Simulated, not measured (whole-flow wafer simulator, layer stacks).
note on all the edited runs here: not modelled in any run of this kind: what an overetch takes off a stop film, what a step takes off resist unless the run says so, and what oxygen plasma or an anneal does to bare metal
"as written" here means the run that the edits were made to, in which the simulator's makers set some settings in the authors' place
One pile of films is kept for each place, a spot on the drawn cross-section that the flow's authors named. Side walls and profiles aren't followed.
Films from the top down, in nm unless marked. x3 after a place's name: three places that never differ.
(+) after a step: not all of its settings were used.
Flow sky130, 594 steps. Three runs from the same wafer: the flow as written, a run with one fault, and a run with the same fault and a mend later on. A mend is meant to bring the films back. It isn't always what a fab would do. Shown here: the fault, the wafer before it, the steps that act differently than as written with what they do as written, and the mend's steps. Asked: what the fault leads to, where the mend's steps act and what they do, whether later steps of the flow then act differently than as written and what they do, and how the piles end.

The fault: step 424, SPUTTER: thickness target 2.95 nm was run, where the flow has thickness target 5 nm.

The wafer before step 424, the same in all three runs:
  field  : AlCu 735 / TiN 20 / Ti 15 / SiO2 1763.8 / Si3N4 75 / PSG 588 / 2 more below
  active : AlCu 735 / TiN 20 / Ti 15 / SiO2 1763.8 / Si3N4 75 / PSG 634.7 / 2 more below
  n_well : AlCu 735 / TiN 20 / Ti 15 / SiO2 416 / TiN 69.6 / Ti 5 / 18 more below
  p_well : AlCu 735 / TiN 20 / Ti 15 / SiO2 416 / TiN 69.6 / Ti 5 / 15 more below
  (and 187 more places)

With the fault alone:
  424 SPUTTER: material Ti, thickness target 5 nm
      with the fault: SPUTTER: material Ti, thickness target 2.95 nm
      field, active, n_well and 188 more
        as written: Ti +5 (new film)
        with the fault: Ti +2.95 (new film)
  Later steps of the flow that act differently than as written (17 more steps differ only slightly, by at most 2% or 0.5 nm, whichever is larger, and aren't shown):
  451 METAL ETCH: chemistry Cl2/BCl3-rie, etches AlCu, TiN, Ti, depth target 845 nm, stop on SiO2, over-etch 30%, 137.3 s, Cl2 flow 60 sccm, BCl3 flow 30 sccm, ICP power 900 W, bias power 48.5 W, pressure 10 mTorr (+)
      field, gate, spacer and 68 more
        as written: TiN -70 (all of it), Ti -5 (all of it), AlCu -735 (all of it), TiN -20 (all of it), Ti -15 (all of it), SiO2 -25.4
        with the fault: TiN -70 (all of it), Ti -2.95 (all of it), AlCu -735 (all of it), TiN -20 (all of it), Ti -15 (all of it), SiO2 -25.6
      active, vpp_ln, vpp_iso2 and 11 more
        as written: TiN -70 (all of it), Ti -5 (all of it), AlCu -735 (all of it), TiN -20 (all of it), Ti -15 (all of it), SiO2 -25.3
        with the fault: TiN -70 (all of it), Ti -2.95 (all of it), AlCu -735 (all of it), TiN -20 (all of it), Ti -15 (all of it), SiO2 -25.6
  At the end the piles differ from the flow's by more than 2% or 0.5 nm, whichever is larger, at n_well, p_well, gate_hv and 104 more.
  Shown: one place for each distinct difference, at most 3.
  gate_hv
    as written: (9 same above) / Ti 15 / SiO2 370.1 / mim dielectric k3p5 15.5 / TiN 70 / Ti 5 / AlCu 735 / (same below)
    with the fault: (9 same above) / Ti 15 / SiO2 372.2 / mim dielectric k3p5 15.5 / TiN 70 / Ti 2.95 / AlCu 735 / (same below)
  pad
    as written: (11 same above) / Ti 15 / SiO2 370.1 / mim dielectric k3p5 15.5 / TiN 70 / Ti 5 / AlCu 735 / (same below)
    with the fault: (11 same above) / Ti 15 / SiO2 372.2 / mim dielectric k3p5 15.5 / TiN 70 / Ti 2.95 / AlCu 735 / (same below)
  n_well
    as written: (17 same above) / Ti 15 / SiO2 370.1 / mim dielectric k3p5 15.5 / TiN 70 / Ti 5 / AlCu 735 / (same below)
    with the fault: (17 same above) / Ti 15 / SiO2 372.2 / mim dielectric k3p5 15.5 / TiN 70 / Ti 2.95 / AlCu 735 / (same below)

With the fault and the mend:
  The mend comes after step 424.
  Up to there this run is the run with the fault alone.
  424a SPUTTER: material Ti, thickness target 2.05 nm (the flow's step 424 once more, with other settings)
      field, active, n_well and 188 more
        Ti +2.05
  No later step of the flow acts differently than as written at any place that is followed.
  At the end the piles are the same as the flow's at every place that both follow.
